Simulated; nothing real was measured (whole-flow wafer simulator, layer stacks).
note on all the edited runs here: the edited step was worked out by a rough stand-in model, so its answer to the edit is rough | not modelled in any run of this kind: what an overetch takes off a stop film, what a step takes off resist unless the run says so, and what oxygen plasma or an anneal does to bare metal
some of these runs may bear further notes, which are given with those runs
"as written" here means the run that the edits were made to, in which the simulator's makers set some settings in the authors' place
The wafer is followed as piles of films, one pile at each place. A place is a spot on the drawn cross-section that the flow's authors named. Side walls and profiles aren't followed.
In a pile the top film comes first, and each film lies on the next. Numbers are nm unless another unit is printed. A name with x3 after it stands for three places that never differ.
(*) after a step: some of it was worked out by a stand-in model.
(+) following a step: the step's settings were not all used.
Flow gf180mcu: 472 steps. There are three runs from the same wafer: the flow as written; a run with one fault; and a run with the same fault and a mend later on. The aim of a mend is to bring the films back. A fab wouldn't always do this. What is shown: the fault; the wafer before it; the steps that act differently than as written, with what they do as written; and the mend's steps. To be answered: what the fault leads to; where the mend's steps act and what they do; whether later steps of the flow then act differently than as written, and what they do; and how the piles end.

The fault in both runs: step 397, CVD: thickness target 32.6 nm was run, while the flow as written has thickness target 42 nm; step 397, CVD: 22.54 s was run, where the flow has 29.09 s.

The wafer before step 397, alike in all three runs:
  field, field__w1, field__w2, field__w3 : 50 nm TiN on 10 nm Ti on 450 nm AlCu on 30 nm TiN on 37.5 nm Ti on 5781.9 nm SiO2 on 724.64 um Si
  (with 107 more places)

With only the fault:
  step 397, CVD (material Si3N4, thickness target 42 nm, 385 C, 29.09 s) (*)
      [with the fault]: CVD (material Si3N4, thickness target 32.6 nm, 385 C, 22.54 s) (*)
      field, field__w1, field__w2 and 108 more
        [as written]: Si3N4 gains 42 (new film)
        [with the fault]: Si3N4 gains 32.6 (new film)
  Steps later in the flow that act otherwise than as written (6 more steps, not shown, differ only slightly: by at most 2% or 0.5 nm, whichever is larger):
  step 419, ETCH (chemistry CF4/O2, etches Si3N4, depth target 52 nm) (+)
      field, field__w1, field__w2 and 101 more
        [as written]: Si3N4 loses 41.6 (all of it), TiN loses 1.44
        [with the fault]: Si3N4 loses 32.2 (all of it), TiN loses 2.24
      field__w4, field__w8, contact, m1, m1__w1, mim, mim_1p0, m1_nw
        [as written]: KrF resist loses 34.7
        [with the fault]: KrF resist loses 32.2
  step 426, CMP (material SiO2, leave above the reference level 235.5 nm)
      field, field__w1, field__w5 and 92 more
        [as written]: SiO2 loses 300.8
        [with the fault]: SiO2 loses 310.3
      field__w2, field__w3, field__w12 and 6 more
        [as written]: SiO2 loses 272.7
        [with the fault]: SiO2 loses 282.5
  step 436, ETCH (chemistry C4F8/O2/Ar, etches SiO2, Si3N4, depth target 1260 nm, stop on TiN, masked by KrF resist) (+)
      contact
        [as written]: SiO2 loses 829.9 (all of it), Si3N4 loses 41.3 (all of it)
        [with the fault]: SiO2 loses 829.9 (all of it), Si3N4 loses 31.9 (all of it)
  The piles end different from the flow's at field__w4, field__w8, m1, m1__w1, mim, mim_1p0, m1_nw by more than 2% or 0.5 nm, whichever is larger.
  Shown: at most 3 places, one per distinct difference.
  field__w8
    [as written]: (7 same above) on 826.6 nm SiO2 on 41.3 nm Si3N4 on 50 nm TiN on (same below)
    [with the fault]: (7 same above) on 826.6 nm SiO2 on 31.9 nm Si3N4 on 50 nm TiN on (same below)
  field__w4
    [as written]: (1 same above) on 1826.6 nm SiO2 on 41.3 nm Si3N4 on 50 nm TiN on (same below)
    [with the fault]: (1 same above) on 1826.6 nm SiO2 on 31.9 nm Si3N4 on 50 nm TiN on (same below)
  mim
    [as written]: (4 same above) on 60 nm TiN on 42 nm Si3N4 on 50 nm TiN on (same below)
    [with the fault]: (4 same above) on 60 nm TiN on 32.6 nm Si3N4 on 50 nm TiN on (same below)

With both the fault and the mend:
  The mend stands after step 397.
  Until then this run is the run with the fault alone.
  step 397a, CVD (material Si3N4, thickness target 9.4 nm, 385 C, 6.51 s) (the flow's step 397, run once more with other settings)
      field, field__w1, field__w2 and 108 more
        Si3N4 gains 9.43
  None of the later steps of the flow acts differently than as written at any place that is followed.
  By the end, the piles equal the flow's at every place that both follow.
